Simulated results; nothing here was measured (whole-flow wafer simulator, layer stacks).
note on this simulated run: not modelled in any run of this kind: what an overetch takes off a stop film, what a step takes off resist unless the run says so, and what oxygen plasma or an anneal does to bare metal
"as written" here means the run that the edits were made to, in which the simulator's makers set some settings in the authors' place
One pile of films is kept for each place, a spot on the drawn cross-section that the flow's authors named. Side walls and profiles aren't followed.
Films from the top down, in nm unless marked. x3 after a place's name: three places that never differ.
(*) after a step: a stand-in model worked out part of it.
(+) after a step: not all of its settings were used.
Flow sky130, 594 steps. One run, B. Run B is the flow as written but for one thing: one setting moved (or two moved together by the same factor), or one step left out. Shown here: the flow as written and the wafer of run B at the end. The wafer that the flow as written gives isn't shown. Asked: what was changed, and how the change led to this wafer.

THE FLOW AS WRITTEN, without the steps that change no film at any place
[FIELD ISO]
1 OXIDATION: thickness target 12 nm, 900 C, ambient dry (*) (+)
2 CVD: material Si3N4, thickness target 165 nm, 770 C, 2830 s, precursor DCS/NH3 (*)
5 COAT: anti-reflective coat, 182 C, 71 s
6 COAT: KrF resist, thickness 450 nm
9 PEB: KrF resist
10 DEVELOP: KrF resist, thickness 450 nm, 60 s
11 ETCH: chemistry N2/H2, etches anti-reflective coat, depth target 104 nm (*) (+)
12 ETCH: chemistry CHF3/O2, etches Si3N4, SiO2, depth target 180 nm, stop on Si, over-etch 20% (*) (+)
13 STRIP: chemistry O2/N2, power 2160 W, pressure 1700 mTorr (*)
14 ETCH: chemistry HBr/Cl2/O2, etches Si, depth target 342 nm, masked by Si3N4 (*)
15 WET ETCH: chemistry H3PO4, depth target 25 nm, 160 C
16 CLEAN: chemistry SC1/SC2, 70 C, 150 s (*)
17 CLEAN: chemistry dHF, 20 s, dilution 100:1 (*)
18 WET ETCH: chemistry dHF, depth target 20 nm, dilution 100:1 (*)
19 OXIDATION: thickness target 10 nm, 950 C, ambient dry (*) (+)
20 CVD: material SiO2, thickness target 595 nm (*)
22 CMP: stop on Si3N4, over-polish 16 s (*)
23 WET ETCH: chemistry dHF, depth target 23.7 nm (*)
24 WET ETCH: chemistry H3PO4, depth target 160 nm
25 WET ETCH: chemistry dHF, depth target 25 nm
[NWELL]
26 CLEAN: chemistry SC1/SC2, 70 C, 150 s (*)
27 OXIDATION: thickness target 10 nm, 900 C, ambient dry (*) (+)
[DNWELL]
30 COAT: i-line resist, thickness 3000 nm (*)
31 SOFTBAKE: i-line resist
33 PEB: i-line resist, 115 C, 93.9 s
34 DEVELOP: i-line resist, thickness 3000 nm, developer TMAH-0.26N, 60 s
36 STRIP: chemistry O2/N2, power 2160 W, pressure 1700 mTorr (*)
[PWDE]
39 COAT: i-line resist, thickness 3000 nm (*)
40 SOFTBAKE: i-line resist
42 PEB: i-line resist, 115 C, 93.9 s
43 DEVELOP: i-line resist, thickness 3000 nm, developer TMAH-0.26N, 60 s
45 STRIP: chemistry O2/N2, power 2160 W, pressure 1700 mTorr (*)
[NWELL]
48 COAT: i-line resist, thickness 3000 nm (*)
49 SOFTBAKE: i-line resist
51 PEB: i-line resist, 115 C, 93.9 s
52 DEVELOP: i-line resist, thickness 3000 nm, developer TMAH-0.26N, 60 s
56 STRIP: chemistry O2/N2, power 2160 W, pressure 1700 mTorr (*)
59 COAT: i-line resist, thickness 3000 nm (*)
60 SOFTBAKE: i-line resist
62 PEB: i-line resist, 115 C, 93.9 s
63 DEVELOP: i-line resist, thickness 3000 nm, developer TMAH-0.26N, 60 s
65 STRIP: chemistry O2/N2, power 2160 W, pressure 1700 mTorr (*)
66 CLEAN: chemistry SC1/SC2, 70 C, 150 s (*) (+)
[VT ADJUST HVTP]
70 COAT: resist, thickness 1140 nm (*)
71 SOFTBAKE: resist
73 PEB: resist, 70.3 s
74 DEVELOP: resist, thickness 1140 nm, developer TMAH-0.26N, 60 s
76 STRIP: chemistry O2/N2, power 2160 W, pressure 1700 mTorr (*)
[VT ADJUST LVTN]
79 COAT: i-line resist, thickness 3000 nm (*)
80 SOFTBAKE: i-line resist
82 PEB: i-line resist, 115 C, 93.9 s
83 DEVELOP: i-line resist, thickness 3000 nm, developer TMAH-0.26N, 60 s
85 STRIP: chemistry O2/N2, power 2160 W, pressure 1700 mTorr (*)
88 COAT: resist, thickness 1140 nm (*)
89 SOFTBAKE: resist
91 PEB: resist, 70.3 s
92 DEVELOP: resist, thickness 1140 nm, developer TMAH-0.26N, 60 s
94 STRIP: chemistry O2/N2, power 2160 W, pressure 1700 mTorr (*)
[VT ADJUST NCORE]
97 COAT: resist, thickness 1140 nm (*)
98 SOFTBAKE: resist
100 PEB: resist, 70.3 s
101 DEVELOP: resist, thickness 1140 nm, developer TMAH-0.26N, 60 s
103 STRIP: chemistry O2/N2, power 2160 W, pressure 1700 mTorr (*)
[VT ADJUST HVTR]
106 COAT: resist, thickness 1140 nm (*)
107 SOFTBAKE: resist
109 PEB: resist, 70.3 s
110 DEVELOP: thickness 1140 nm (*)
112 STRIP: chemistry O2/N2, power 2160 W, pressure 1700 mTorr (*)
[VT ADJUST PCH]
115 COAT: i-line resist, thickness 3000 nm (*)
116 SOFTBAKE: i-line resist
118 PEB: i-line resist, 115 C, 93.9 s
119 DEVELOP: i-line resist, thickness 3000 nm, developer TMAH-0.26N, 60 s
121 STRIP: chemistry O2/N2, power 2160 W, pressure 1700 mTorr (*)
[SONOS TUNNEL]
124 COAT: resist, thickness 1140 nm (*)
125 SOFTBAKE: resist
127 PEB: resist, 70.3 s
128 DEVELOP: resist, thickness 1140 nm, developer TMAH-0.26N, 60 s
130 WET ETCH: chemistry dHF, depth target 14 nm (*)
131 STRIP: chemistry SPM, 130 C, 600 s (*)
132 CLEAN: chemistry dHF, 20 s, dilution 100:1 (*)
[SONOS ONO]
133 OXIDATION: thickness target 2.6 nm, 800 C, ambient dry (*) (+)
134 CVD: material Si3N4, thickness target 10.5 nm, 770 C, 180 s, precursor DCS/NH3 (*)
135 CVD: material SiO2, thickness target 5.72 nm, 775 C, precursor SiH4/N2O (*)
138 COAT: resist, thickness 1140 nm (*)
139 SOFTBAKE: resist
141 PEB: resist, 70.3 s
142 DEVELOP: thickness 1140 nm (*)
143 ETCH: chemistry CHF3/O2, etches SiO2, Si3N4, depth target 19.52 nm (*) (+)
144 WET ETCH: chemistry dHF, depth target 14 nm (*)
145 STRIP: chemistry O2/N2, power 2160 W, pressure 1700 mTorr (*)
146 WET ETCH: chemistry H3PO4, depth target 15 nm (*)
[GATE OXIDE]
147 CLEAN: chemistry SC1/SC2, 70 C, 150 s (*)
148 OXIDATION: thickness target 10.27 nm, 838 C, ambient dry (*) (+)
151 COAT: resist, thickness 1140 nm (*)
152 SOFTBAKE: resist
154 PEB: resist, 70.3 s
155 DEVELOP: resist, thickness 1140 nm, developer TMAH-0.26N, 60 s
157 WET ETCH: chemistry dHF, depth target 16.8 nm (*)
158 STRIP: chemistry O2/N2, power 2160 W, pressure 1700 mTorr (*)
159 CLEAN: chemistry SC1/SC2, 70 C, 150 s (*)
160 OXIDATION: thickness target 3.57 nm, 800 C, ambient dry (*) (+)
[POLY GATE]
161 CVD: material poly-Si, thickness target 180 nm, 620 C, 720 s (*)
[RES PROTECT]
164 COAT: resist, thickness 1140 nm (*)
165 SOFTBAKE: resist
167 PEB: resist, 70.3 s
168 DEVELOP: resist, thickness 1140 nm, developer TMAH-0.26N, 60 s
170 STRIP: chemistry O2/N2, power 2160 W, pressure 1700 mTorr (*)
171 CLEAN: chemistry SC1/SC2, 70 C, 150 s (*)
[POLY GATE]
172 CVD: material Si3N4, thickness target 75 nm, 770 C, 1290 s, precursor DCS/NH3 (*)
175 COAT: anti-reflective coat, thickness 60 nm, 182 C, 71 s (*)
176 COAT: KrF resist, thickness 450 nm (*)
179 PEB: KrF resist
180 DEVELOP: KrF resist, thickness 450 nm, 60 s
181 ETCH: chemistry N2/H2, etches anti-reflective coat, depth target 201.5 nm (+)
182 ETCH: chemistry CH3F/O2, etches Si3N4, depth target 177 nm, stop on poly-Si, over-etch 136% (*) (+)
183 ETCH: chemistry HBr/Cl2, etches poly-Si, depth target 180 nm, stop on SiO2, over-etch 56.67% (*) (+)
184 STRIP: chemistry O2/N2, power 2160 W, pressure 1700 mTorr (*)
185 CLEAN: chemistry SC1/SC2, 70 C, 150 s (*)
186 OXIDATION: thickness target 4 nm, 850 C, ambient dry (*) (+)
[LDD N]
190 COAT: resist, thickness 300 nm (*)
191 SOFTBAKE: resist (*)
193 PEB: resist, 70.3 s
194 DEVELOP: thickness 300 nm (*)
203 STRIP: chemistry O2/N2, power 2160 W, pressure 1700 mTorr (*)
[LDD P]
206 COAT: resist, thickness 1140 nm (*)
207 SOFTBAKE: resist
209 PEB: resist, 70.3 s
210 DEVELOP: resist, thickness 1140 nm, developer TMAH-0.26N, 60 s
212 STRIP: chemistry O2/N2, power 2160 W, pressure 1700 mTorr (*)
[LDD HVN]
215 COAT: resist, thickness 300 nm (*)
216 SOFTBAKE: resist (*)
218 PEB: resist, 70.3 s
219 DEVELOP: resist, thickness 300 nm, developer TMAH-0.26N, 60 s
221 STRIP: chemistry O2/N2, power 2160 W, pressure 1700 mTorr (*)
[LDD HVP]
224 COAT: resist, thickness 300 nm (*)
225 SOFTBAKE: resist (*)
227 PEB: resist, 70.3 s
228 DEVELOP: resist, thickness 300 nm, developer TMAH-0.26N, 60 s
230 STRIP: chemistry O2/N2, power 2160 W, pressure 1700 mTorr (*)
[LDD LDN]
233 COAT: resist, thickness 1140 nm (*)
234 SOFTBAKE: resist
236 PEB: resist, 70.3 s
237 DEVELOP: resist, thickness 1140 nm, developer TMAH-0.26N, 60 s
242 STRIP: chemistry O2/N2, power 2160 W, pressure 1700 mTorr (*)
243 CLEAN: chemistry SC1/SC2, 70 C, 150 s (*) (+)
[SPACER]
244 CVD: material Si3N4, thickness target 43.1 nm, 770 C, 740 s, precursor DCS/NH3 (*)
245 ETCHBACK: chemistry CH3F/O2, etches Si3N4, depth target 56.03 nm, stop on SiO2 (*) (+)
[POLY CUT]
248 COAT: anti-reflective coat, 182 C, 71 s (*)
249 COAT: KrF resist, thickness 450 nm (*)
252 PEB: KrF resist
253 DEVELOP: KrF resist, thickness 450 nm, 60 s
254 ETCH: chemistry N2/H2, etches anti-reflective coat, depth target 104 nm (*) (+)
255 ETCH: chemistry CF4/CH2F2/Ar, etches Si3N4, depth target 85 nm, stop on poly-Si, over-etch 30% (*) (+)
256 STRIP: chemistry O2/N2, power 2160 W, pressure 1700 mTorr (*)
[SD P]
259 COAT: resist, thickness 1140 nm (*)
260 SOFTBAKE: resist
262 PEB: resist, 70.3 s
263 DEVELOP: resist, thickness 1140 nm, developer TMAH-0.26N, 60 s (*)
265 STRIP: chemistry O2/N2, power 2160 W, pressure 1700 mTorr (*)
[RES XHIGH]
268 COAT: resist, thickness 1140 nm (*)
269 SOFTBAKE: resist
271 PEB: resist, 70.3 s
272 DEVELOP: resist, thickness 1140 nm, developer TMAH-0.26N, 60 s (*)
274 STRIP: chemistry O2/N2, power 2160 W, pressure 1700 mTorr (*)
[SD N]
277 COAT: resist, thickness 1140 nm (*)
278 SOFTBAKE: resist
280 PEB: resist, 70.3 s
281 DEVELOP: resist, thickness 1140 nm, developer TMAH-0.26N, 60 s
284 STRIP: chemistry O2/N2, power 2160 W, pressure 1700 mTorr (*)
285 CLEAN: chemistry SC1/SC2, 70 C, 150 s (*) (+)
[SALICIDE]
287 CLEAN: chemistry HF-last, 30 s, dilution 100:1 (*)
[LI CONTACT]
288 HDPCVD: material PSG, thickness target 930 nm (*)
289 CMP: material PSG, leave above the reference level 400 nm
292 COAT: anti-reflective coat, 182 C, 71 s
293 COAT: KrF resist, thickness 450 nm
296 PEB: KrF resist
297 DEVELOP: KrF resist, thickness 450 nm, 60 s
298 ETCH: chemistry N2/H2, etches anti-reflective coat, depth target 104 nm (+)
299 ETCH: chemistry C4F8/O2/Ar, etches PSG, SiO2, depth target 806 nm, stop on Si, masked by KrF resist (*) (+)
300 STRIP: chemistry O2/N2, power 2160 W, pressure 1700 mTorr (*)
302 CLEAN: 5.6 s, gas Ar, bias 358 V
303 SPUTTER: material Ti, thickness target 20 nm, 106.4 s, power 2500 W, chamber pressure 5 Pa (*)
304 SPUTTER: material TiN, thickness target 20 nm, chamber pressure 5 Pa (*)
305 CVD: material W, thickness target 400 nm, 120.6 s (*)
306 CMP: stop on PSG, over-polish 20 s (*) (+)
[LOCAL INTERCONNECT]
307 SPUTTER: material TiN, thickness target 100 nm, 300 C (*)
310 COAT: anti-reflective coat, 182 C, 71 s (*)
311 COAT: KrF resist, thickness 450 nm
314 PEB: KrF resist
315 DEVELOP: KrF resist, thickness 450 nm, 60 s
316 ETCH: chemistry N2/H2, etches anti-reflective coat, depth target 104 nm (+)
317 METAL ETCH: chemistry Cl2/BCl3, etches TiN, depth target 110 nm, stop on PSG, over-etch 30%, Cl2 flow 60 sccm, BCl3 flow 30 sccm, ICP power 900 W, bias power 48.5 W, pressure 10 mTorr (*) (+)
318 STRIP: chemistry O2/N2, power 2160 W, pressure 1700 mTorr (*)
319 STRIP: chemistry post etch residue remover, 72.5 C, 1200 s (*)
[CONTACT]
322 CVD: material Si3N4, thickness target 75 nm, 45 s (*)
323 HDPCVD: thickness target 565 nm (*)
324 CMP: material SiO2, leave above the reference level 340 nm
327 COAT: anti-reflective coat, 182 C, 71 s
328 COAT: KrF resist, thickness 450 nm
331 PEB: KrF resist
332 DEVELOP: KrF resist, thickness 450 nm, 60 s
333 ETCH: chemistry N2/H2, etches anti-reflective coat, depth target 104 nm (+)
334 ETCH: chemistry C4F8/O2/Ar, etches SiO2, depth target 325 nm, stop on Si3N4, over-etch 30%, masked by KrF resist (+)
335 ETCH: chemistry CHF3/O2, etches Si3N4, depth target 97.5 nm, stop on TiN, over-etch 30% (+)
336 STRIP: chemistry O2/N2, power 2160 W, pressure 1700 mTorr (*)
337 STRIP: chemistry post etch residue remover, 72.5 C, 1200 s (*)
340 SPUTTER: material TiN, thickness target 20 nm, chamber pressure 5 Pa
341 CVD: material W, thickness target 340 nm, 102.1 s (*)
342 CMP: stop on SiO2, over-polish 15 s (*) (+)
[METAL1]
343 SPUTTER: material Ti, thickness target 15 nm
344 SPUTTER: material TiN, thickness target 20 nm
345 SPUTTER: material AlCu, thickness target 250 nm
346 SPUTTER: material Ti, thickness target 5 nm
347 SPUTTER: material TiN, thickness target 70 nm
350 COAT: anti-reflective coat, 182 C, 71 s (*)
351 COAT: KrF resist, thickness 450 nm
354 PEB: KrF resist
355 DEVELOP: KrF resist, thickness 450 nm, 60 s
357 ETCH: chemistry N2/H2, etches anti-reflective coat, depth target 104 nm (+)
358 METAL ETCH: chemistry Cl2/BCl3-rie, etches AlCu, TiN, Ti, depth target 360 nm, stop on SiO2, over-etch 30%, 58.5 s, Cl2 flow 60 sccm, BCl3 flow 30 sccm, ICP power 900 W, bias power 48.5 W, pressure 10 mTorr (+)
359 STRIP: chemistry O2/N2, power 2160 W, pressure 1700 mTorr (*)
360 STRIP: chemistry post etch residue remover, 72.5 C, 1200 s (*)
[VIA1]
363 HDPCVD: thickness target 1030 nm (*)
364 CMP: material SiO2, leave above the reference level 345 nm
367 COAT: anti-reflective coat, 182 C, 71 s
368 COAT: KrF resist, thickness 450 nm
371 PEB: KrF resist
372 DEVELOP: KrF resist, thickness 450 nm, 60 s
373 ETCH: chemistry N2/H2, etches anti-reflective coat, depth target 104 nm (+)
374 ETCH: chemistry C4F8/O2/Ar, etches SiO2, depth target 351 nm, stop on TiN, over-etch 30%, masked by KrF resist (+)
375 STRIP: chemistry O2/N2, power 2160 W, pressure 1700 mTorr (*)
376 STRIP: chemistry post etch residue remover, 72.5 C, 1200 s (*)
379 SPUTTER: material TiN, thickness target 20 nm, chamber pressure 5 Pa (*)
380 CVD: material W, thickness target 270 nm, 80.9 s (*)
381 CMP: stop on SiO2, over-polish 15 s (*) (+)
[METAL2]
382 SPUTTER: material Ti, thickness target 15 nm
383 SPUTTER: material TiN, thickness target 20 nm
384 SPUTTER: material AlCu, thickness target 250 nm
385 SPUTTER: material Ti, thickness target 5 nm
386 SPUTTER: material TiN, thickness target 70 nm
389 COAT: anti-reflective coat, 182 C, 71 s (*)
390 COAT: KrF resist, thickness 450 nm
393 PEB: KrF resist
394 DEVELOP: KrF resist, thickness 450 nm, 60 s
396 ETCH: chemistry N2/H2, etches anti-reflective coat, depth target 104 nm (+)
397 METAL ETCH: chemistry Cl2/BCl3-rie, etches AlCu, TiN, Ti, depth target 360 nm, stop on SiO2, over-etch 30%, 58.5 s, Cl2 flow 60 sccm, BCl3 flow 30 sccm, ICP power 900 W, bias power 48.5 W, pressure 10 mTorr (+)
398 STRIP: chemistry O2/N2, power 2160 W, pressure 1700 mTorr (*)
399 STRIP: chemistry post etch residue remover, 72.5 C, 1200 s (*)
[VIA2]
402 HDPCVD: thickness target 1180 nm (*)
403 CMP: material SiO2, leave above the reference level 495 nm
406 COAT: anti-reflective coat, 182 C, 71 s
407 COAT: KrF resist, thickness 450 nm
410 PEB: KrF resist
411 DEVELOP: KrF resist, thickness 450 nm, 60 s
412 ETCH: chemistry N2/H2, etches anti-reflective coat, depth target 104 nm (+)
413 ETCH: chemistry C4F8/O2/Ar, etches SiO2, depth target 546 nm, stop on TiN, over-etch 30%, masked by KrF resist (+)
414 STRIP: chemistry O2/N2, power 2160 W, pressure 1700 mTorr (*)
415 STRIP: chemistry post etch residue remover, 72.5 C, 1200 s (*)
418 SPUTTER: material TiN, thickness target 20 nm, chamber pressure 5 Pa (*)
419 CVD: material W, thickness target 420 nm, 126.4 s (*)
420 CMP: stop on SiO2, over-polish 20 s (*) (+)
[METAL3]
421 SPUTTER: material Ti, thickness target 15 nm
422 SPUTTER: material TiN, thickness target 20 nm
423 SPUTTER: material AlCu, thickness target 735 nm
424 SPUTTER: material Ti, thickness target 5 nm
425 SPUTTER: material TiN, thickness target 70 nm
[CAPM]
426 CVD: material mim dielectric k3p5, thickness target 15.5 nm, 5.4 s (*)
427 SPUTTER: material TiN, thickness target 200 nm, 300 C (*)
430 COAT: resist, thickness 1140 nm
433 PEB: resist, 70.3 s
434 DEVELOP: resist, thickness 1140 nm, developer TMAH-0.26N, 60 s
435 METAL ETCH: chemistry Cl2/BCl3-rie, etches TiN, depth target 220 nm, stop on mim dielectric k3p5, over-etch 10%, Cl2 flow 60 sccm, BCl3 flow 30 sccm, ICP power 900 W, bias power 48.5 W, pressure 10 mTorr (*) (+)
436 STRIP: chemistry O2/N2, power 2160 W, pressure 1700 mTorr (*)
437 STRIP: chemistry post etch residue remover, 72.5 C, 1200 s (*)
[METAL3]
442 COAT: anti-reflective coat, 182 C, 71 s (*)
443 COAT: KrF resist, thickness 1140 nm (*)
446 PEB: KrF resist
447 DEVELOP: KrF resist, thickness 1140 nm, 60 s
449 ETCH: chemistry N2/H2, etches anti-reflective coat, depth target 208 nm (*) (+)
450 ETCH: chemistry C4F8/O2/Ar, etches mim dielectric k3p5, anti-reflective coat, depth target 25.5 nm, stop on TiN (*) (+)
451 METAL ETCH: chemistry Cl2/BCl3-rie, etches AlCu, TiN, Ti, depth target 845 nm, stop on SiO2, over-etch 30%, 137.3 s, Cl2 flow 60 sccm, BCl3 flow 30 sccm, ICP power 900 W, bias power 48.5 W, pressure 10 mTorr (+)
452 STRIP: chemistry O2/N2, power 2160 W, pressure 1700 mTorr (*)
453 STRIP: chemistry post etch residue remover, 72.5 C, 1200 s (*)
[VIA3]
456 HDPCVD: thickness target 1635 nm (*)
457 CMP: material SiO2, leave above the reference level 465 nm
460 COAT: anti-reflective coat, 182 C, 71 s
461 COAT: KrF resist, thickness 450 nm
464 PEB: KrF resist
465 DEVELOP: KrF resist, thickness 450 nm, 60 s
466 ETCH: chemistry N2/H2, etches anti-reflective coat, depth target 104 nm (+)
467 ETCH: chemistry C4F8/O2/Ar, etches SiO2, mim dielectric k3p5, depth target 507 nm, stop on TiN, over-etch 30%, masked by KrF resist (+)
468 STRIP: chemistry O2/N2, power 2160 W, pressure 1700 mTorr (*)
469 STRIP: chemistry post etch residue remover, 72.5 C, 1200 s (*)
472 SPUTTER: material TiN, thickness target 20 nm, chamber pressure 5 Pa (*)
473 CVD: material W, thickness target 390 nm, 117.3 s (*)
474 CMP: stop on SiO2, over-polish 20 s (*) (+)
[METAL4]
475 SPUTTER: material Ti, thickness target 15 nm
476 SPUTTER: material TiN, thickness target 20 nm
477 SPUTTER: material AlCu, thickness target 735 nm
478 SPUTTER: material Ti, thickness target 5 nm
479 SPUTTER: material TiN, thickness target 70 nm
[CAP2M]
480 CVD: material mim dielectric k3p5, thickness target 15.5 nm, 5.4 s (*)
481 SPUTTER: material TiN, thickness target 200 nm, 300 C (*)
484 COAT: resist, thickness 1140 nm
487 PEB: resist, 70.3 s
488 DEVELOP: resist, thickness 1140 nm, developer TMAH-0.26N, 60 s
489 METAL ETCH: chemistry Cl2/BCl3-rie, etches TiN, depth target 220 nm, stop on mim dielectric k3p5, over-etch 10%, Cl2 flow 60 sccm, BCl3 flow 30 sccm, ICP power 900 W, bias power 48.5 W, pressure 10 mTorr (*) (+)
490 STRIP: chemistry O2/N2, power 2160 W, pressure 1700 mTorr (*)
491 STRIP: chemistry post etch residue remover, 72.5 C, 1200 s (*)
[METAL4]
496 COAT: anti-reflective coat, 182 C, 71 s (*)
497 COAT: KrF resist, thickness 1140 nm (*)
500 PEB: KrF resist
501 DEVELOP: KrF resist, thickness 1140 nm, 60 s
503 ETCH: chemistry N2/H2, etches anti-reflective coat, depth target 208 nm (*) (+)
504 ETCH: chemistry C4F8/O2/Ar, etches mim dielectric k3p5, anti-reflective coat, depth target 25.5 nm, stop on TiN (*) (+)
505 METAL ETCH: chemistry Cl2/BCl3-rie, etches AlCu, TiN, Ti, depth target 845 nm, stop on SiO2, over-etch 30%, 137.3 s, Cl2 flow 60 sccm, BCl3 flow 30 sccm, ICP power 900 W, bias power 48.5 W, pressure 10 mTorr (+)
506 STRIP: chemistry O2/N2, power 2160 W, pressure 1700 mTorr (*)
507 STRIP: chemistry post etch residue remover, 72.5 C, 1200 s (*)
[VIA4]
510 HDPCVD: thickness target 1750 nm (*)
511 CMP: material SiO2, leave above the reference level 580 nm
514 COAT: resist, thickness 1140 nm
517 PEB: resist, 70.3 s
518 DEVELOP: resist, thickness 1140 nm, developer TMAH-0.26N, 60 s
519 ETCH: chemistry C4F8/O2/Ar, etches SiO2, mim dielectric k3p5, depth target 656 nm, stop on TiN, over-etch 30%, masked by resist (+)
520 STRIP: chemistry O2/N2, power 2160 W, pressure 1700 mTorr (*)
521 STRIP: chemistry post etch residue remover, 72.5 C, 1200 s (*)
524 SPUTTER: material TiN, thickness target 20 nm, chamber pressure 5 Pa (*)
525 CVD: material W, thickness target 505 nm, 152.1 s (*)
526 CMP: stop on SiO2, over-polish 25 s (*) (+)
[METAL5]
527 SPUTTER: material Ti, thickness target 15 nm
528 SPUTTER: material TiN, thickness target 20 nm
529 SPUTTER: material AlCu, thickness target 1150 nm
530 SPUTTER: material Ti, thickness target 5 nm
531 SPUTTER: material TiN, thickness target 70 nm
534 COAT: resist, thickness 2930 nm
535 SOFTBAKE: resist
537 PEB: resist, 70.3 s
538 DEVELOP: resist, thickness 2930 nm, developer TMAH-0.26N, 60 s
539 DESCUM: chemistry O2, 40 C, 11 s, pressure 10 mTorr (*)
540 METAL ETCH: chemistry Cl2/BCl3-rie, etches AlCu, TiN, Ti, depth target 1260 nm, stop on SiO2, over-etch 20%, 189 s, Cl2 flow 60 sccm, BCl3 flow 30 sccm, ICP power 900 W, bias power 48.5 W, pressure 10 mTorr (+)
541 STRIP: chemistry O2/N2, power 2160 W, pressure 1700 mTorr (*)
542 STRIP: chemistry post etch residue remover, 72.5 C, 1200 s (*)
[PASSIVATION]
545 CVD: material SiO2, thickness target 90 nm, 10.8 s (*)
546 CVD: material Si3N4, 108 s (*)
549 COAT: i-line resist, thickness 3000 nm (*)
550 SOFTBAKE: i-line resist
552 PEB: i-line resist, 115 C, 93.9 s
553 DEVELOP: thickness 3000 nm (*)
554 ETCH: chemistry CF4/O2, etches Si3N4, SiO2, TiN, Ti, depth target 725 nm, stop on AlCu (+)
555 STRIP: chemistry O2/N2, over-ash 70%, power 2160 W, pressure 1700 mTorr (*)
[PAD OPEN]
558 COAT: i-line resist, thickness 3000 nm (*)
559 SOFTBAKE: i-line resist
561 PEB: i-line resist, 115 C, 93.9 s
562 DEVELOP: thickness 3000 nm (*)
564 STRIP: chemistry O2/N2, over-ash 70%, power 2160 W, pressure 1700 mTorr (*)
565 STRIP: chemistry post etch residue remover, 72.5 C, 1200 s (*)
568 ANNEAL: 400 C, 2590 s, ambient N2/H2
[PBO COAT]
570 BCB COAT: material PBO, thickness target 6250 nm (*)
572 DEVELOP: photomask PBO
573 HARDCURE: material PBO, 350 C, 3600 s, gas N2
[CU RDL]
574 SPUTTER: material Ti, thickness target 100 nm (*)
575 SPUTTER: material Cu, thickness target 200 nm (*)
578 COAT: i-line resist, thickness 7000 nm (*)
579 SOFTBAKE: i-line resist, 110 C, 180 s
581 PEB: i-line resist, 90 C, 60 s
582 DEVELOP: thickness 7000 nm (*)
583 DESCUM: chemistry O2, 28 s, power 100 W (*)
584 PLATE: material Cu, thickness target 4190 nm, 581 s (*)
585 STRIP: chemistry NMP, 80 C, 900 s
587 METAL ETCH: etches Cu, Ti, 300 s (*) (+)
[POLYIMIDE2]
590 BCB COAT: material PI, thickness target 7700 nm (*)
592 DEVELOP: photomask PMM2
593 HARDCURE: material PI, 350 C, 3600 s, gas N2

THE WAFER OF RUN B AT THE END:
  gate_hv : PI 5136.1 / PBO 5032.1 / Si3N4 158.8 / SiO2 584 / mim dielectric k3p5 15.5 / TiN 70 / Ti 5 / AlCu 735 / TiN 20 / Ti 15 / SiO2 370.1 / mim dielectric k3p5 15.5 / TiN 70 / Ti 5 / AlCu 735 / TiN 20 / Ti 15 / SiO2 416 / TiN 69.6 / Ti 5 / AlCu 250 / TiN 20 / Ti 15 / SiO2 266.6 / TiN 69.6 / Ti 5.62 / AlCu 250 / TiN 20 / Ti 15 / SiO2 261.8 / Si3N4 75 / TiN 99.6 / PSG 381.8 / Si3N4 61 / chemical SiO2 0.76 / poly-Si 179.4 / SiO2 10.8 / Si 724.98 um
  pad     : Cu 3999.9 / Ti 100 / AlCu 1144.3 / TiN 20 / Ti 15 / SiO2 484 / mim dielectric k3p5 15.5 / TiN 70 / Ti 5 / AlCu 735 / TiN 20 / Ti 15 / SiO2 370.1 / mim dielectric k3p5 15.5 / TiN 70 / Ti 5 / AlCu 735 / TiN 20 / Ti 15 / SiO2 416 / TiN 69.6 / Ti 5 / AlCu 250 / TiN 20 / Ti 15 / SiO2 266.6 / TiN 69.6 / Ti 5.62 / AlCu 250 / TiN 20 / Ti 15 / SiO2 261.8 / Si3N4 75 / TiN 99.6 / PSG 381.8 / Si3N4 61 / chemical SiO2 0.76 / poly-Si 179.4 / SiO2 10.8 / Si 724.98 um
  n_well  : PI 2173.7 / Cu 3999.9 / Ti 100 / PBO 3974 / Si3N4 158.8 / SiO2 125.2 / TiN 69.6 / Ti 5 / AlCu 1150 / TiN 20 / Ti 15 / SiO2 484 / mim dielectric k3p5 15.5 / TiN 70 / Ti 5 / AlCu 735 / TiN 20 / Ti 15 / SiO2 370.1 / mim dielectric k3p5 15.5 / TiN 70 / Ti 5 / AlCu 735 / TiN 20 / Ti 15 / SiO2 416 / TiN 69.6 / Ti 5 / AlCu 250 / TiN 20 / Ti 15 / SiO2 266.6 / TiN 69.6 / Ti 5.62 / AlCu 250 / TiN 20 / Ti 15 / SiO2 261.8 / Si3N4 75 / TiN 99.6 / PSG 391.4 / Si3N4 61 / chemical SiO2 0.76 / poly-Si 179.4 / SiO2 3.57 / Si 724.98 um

The cause: step 346, SPUTTER: thickness target 5.62 nm was run, where the flow has thickness target 5 nm.
It can be read off the wafer: gate_hv has Ti 5.62, and step 346 as written asks for 5 nm.

How the change led to this, step by step:
  346 SPUTTER: material Ti, thickness target 5 nm
      field, active, n_well and 188 more: Ti +5.62 (new film) (as written it would be: Ti +5 (new film))
  358 METAL ETCH: chemistry Cl2/BCl3-rie, etches AlCu, TiN, Ti, depth target 360 nm, stop on SiO2, over-etch 30%, 58.5 s, Cl2 flow 60 sccm, BCl3 flow 30 sccm, ICP power 900 W, bias power 48.5 W, pressure 10 mTorr (+)
      field, active, gate and 81 more: TiN -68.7 (all of it), Ti -5.62 (all of it), AlCu -250 (all of it), TiN -20 (all of it), Ti -15 (all of it), SiO2 -10.9 (as written it would be: TiN -68.7 (all of it), Ti -5 (all of it), AlCu -250 (all of it), TiN -20 (all of it), Ti -15 (all of it), SiO2 -10.9)
